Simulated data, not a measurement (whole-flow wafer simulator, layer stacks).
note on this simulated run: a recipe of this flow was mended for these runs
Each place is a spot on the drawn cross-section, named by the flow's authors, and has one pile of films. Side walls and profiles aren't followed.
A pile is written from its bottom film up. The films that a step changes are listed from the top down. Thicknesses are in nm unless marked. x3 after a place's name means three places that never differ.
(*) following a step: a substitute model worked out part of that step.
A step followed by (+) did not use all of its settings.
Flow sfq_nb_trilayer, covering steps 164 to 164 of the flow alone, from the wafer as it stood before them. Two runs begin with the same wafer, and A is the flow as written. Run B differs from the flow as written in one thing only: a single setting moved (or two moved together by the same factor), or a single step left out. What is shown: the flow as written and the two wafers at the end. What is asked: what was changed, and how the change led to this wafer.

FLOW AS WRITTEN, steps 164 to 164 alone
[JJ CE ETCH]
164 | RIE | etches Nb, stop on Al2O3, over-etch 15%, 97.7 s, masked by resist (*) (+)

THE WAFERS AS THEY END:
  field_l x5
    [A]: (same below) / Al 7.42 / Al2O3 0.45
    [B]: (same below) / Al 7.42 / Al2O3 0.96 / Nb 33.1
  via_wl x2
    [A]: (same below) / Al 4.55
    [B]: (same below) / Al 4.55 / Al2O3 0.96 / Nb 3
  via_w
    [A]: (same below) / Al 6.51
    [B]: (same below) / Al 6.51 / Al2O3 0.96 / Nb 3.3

Cause: step 164, RIE: 68.4 s was run, while the flow as written has 97.7 s.

Step by step, how the change led to this:
  164 | RIE | etches Nb, stop on Al2O3, over-etch 15%, 97.7 s, masked by resist (*) (+)
      field_l x5, v_sur x17, via_v and 76 more: A Nb loses 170 (all of it), Al2O3 loses 0.51 | B Nb loses 136.9
      via_wl x2: A Nb loses 139.9 (all of it), Al2O3 loses 0.96 (all of it) | B Nb loses 136.9
      (also at 5 further places)
If metal films that touch count as one body, field_l x5 has 4 bodies (between them, from the top down: Al2O3 0.96; SiO2 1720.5; SiO2 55); the flow as written gives 3 bodies (between them, from the top down: SiO2 1720.5; SiO2 55).
If metal films that touch count as one body, via_wl x2 has 6 bodies (between them, from the top down: Al2O3 0.96; SiO2 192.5; SiO2 192.5; SiO2 192.5; SiO2 192.5); the flow as written gives 5 bodies (between them, from the top down: SiO2 192.5; SiO2 192.5; SiO2 192.5; SiO2 192.5).
If metal films that touch count as one body, via_w has 4 bodies (between them, from the top down: Al2O3 0.96; SiO2 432; SiO2 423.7); the flow as written gives 3 bodies (between them, from the top down: SiO2 432; SiO2 423.7).
